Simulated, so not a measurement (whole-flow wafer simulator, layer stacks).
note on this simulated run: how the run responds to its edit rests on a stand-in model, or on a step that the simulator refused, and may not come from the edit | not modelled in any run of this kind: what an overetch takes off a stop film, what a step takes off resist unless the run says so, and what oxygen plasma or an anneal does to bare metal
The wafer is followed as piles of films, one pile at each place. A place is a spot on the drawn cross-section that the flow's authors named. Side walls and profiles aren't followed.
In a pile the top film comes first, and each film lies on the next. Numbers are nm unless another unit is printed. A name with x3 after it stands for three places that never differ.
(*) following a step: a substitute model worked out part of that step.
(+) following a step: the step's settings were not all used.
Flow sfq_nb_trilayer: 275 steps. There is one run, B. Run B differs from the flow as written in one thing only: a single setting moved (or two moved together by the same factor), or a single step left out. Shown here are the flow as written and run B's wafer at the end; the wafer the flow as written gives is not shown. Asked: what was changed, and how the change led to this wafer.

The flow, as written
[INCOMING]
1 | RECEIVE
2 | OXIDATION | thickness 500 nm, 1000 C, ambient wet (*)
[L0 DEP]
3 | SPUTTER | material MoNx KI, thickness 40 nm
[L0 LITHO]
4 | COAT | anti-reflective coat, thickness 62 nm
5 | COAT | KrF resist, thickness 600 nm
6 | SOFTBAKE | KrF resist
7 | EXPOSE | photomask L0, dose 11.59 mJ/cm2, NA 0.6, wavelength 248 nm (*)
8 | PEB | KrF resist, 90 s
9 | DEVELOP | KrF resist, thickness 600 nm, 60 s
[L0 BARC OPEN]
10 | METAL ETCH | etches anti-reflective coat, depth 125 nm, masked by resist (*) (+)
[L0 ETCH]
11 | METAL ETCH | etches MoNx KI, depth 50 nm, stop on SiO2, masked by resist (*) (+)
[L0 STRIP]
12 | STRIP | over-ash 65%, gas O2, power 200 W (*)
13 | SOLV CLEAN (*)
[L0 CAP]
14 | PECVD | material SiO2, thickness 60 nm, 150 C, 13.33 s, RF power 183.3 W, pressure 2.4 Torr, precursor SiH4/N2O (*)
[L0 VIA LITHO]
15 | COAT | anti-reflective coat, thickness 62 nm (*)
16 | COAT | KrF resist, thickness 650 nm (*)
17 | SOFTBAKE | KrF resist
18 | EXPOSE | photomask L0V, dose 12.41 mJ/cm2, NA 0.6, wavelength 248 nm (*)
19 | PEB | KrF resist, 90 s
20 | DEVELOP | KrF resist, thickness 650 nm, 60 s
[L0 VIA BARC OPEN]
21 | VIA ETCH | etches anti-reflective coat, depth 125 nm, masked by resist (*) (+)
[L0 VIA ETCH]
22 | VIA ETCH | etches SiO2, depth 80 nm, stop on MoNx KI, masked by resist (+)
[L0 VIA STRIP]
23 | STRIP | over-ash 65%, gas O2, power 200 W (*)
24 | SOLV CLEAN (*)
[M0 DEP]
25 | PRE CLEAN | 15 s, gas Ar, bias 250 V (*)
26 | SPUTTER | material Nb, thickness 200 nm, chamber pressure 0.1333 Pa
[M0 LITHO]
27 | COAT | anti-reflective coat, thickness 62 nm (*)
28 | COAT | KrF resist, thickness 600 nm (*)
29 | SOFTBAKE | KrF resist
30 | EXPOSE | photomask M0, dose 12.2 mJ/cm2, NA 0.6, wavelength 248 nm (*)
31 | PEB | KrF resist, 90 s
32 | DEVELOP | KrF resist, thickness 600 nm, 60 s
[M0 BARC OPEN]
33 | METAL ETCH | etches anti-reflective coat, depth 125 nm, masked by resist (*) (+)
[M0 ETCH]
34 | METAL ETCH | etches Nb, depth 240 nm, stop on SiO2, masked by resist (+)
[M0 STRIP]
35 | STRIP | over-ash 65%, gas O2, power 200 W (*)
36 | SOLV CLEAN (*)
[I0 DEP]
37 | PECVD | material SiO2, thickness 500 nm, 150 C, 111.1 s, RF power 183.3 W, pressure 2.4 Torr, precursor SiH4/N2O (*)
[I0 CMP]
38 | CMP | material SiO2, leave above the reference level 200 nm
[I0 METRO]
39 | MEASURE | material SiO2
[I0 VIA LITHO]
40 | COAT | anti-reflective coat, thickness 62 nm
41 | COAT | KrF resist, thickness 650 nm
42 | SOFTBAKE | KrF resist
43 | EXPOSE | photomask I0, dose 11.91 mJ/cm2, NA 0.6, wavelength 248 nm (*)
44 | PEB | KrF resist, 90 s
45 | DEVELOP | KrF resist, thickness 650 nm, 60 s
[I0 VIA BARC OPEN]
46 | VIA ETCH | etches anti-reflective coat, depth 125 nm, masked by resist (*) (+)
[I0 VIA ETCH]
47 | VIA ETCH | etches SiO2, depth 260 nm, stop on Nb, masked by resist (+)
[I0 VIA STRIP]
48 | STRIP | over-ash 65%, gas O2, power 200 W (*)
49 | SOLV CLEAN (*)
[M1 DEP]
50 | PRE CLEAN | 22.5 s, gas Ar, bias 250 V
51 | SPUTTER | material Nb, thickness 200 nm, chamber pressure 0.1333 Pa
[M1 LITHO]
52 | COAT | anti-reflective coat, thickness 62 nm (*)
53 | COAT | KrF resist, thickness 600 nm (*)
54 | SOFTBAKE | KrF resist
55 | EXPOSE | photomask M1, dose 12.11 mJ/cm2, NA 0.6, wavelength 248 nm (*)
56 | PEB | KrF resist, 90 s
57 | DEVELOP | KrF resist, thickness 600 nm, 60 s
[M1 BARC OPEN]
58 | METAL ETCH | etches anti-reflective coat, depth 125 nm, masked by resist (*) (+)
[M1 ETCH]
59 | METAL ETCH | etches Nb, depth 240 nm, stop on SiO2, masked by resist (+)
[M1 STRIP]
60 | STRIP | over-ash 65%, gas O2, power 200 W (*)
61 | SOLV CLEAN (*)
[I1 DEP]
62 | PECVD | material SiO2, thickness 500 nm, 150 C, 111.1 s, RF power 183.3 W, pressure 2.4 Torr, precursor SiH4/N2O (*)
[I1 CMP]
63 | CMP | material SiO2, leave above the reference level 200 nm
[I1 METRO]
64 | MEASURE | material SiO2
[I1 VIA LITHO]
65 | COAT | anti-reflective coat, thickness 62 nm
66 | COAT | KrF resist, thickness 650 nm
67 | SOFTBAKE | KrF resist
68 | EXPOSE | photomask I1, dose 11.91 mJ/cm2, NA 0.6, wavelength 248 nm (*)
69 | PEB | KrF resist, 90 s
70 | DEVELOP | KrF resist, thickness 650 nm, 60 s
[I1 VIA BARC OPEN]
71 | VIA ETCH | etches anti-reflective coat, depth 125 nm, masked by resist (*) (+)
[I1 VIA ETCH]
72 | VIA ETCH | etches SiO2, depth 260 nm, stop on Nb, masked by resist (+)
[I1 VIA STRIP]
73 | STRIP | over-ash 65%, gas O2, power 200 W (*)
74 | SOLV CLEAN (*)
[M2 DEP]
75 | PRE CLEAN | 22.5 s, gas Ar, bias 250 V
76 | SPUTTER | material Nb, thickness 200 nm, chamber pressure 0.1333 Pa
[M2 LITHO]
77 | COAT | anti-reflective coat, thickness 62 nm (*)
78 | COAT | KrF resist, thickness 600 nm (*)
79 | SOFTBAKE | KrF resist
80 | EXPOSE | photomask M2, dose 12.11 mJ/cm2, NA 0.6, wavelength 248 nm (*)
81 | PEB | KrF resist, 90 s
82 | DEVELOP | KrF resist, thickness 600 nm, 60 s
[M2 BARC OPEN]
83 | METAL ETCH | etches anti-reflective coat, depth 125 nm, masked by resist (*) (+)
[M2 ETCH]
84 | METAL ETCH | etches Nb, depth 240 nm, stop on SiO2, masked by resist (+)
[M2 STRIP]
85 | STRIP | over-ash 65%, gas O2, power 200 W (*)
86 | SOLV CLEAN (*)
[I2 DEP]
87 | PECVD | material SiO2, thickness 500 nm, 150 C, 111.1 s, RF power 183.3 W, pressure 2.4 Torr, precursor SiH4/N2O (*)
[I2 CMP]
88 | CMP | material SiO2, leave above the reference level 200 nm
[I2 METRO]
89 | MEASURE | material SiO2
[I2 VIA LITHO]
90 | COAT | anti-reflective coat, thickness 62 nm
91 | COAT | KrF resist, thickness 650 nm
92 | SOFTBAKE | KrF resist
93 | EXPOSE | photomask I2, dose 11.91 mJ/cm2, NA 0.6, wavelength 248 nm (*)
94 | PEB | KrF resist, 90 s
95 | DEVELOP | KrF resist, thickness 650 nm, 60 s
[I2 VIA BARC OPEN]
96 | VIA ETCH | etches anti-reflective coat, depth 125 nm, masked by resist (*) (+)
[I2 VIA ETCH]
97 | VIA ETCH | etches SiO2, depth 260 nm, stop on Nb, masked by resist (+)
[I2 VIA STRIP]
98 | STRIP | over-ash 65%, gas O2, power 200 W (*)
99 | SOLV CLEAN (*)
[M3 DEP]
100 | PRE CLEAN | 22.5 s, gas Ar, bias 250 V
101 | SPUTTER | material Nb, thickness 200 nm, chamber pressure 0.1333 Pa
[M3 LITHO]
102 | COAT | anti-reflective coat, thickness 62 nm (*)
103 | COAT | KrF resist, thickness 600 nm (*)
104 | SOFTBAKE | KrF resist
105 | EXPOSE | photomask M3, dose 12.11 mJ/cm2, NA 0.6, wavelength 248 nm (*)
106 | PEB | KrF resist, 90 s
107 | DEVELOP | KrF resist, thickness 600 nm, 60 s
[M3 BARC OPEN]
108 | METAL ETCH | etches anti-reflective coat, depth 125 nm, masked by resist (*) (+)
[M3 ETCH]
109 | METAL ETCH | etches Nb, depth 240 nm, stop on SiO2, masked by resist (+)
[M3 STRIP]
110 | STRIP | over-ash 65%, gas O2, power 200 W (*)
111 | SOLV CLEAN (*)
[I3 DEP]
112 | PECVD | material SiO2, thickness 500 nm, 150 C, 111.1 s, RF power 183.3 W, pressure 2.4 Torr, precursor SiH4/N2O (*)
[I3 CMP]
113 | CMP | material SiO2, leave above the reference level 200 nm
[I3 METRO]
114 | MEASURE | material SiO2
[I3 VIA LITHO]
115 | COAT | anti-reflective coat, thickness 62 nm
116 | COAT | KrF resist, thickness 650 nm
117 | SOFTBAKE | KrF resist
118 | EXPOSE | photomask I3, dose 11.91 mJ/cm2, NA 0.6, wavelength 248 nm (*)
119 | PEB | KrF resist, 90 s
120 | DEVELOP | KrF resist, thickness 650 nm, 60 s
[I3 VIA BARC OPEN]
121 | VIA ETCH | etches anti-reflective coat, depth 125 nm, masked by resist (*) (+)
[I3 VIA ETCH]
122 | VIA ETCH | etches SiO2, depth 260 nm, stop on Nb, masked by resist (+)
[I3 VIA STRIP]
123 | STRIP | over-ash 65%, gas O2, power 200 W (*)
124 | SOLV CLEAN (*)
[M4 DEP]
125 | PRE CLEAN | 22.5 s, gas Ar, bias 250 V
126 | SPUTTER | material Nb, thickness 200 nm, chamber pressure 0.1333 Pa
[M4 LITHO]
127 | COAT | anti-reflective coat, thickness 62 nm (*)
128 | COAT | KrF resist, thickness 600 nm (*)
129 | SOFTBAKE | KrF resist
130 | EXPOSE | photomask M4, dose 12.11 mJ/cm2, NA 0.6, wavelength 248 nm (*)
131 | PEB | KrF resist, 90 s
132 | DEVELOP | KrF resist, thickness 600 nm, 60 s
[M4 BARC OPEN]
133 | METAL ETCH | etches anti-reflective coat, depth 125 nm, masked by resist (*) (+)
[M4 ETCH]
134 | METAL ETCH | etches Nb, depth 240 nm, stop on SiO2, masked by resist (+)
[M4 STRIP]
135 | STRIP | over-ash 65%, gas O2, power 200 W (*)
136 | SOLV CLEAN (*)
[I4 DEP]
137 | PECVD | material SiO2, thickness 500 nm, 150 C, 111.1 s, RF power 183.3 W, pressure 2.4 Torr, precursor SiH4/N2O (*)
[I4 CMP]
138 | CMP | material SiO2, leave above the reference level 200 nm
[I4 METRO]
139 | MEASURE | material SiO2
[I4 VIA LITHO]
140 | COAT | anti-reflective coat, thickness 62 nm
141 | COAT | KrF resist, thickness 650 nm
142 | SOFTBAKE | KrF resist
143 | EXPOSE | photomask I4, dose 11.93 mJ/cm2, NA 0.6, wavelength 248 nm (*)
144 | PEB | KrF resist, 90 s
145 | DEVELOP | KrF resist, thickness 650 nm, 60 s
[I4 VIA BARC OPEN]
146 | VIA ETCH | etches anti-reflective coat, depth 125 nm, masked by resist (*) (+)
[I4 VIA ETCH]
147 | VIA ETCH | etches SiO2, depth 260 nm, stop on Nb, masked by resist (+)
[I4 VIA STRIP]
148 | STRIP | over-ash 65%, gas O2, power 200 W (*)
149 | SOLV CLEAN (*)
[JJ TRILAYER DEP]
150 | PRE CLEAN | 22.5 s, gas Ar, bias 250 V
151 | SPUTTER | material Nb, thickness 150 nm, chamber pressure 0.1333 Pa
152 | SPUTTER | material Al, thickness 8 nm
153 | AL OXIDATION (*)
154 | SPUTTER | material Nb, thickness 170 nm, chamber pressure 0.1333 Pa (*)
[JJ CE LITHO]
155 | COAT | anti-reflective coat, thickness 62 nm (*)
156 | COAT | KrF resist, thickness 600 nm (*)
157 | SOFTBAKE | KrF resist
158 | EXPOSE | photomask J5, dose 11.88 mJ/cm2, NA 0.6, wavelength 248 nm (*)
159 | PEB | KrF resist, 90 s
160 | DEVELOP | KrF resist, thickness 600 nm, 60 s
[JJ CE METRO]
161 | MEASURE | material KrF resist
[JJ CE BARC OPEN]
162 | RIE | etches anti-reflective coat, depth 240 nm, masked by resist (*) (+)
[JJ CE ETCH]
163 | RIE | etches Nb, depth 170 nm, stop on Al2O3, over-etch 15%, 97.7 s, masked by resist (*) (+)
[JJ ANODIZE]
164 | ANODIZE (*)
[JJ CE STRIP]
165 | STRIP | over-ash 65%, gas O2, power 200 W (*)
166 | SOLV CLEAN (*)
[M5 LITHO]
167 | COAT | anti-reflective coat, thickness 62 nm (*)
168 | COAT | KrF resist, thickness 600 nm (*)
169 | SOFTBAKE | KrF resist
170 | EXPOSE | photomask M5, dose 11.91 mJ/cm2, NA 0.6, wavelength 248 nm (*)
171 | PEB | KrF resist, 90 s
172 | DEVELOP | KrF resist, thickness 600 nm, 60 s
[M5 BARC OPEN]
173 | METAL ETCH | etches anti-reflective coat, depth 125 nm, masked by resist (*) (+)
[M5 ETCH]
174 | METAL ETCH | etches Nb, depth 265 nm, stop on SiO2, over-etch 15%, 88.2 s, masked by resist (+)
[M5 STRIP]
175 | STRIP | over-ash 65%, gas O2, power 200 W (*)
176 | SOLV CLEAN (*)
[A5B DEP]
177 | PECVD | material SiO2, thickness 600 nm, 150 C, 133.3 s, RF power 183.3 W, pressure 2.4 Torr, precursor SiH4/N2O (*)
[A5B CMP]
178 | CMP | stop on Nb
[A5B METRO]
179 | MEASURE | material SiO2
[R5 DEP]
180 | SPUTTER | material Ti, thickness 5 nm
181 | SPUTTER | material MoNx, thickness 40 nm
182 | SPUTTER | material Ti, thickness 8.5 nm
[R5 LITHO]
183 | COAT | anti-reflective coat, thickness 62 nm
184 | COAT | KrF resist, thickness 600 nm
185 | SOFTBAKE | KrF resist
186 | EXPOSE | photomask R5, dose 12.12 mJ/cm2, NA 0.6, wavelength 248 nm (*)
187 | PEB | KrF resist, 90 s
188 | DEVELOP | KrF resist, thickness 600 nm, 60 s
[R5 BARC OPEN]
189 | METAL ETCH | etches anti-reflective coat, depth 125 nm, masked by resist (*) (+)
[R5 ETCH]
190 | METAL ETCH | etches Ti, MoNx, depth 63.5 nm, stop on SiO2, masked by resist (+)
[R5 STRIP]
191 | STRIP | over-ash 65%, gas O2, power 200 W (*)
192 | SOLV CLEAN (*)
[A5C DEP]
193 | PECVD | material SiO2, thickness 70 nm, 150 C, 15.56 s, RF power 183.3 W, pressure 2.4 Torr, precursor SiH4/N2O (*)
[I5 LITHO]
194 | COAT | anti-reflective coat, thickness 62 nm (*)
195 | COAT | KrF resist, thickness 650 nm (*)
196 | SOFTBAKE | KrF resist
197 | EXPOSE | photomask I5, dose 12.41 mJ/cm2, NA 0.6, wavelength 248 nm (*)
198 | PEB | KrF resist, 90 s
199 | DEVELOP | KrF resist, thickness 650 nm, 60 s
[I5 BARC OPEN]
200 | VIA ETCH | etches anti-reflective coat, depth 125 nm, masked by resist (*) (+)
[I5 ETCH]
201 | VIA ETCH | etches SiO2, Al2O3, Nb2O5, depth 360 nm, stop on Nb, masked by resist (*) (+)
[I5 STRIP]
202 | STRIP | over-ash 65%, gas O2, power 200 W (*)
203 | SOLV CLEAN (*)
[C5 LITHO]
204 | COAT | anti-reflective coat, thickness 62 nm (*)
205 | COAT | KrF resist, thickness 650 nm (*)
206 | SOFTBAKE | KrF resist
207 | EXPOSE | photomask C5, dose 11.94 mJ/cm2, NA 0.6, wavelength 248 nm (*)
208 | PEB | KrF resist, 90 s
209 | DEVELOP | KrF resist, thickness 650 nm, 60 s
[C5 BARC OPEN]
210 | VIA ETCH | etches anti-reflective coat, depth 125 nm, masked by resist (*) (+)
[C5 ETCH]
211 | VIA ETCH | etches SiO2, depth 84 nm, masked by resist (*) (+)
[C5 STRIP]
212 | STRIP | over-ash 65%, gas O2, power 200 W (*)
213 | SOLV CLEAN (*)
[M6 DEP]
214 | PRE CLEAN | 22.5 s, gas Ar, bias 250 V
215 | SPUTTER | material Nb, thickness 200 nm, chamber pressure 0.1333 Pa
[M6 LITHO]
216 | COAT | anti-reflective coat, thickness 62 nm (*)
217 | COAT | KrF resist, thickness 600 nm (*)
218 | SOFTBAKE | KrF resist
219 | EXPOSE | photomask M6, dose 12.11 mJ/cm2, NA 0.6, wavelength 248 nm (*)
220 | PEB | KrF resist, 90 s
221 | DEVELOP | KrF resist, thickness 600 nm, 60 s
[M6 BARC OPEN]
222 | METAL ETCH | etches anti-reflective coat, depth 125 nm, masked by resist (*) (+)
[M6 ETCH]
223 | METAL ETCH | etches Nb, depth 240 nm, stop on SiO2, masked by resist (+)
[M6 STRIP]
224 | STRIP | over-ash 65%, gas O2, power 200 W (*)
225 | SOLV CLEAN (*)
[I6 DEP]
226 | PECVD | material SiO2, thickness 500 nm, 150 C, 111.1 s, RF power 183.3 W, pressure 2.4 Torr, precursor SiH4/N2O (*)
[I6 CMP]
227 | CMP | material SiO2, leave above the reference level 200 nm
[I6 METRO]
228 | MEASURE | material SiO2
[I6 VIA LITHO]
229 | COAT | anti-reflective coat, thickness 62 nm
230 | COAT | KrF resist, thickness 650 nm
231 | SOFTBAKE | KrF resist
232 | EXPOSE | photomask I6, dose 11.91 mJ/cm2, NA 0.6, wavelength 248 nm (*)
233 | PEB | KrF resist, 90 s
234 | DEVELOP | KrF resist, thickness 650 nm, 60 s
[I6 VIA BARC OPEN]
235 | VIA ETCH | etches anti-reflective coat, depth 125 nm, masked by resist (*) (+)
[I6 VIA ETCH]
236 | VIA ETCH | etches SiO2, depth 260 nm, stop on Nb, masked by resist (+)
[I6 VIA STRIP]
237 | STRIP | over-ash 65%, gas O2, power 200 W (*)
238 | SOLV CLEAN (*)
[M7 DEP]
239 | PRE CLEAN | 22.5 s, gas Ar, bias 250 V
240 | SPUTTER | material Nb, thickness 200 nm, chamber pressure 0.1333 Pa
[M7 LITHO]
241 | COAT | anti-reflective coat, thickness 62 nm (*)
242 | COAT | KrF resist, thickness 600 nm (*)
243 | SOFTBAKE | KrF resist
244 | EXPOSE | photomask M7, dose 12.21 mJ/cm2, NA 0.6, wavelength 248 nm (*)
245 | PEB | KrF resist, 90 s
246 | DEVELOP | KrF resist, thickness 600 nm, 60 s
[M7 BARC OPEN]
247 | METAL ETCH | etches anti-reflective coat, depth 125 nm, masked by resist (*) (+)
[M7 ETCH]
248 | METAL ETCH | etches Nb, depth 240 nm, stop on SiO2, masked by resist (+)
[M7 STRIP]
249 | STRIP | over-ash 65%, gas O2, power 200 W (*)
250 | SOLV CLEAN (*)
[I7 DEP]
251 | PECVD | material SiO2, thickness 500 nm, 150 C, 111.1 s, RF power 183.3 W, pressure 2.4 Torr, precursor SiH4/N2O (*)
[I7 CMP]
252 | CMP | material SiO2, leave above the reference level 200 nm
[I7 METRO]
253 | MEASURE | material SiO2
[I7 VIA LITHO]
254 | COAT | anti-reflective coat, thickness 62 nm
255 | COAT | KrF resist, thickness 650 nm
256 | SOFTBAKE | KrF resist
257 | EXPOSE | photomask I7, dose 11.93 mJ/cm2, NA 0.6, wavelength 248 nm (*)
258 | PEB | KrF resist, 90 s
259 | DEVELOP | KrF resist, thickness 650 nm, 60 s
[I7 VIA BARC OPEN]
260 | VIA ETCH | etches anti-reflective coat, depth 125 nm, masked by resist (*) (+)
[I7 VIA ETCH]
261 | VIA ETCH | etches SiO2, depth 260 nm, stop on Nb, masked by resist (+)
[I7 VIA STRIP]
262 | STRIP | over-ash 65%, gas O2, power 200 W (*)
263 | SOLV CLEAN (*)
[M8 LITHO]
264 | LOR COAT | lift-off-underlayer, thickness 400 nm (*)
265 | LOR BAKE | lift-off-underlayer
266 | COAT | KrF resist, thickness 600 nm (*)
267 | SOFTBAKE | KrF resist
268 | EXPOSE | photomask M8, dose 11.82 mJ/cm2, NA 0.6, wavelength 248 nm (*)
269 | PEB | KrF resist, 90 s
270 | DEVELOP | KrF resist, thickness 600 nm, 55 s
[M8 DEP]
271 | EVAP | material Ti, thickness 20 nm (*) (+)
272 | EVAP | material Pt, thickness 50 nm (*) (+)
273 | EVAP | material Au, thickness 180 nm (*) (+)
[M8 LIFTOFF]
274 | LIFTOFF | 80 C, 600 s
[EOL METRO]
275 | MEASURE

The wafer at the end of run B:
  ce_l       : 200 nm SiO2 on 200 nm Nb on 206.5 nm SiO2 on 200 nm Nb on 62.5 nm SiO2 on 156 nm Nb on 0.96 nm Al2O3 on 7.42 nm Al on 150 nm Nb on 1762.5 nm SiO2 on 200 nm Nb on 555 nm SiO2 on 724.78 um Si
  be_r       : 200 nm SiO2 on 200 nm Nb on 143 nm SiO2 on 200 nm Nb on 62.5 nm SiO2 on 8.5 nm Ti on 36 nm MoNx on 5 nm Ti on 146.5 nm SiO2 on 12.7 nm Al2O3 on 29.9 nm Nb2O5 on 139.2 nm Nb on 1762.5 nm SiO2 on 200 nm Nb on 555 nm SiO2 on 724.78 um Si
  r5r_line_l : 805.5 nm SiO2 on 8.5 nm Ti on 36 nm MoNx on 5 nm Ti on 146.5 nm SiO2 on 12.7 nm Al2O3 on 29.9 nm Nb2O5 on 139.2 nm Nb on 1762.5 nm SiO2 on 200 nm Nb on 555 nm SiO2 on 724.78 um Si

Cause: step 181, SPUTTER: thickness 36 nm was run, whereas the flow has thickness 40 nm.
One can read it off the wafer: be_r has MoNx 36, and step 181 as written asks for 40 nm.

The path from the change to this, step by step:
  181 | SPUTTER | material MoNx, thickness 40 nm
      field_l, v_sur, via_wl and 103 more: MoNx gains 36 (new film) (it would be, as written: MoNx gains 40 (new film))
  190 | METAL ETCH | etches Ti, MoNx, depth 63.5 nm, stop on SiO2, masked by resist (+)
      field_l, v_sur, via_wl and 92 more: Ti loses 8.5 (all of it), MoNx loses 36 (all of it), Ti loses 5 (all of it) (it would be, as written: Ti loses 8.5 (all of it), MoNx loses 40 (all of it), Ti loses 5 (all of it))
      ce_l, c5j, ce_r, wl_jj: Ti loses 8.5 (all of it), MoNx loses 36 (all of it), Ti loses 5 (all of it), Nb loses 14 (it would be, as written: Ti loses 8.5 (all of it), MoNx loses 40 (all of it), Ti loses 5 (all of it), Nb loses 10)
  194 | COAT | anti-reflective coat, thickness 62 nm (*)
      r5r_spacepad_l, r5r_spacepad_r: anti-reflective coat gains 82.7 (new film) (it would be, as written: anti-reflective coat gains 84.4 (new film))
      ce_l: anti-reflective coat gains 68.9 (new film) (it would be, as written: anti-reflective coat gains 67.2 (new film))
      (also at 2 further places)
  202 | STRIP | over-ash 65%, gas O2, power 200 W (*)
      r5r_spacepad_l, r5r_spacepad_r: KrF resist loses 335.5 (all of it), anti-reflective coat loses 82.7 (all of it) (it would be, as written: KrF resist loses 335.6 (all of it), anti-reflective coat loses 84.4 (all of it))
      ce_l: KrF resist loses 342.6 (all of it), anti-reflective coat loses 68.9 (all of it) (it would be, as written: KrF resist loses 341.5 (all of it), anti-reflective coat loses 67.2 (all of it))
      (also at 2 further places)
  204 | COAT | anti-reflective coat, thickness 62 nm (*)
      r5r_spacepad_l, r5r_spacepad_r: anti-reflective coat gains 82.7 (new film) (it would be, as written: anti-reflective coat gains 84.4 (new film))
      ce_l: anti-reflective coat gains 67.8 (new film) (it would be, as written: anti-reflective coat gains 66 (new film))
      (also at 2 further places)
  212 | STRIP | over-ash 65%, gas O2, power 200 W (*)
      r5r_spacepad_l, r5r_spacepad_r: KrF resist loses 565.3 (all of it), anti-reflective coat loses 82.7 (all of it) (it would be, as written: KrF resist loses 565.8 (all of it), anti-reflective coat loses 84.4 (all of it))
      ce_l: KrF resist loses 568.2 (all of it), anti-reflective coat loses 67.8 (all of it) (it would be, as written: KrF resist loses 567.4 (all of it), anti-reflective coat loses 66 (all of it))
      (also at 2 further places)
  216 | COAT | anti-reflective coat, thickness 62 nm (*)
      r5r_spacepad_l, r5r_spacepad_r: anti-reflective coat gains 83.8 (new film) (it would be, as written: anti-reflective coat gains 85.7 (new film))
      ce_l: anti-reflective coat gains 49.2 (new film) (it would be, as written: anti-reflective coat gains 48 (new film))
      (also at 2 further places)
  222 | METAL ETCH | etches anti-reflective coat, depth 125 nm, masked by resist (*) (+)
      r5r_spacepad_l, r5r_spacepad_r: anti-reflective coat loses 83.8 (all of it) (it would be, as written: anti-reflective coat loses 85.7 (all of it))
  224 | STRIP | over-ash 65%, gas O2, power 200 W (*)
      ce_l: KrF resist loses 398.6 (all of it), anti-reflective coat loses 49.2 (all of it) (it would be, as written: KrF resist loses 397.1 (all of it), anti-reflective coat loses 48 (all of it))
      ce_r: KrF resist loses 404.5 (all of it), anti-reflective coat loses 50 (all of it) (it would be, as written: KrF resist loses 403.5 (all of it), anti-reflective coat loses 48.8 (all of it))
      (also at 1 further place)
  227 | CMP | material SiO2, leave above the reference level 200 nm
      r5r_line_l, r5r_line_c, r5r_line_r: SiO2 loses 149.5 (it would be, as written: SiO2 loses 153.5)
      r5r_spacepad_l, r5r_spacepad_r: SiO2 loses 147 (it would be, as written: SiO2 loses 153.5)
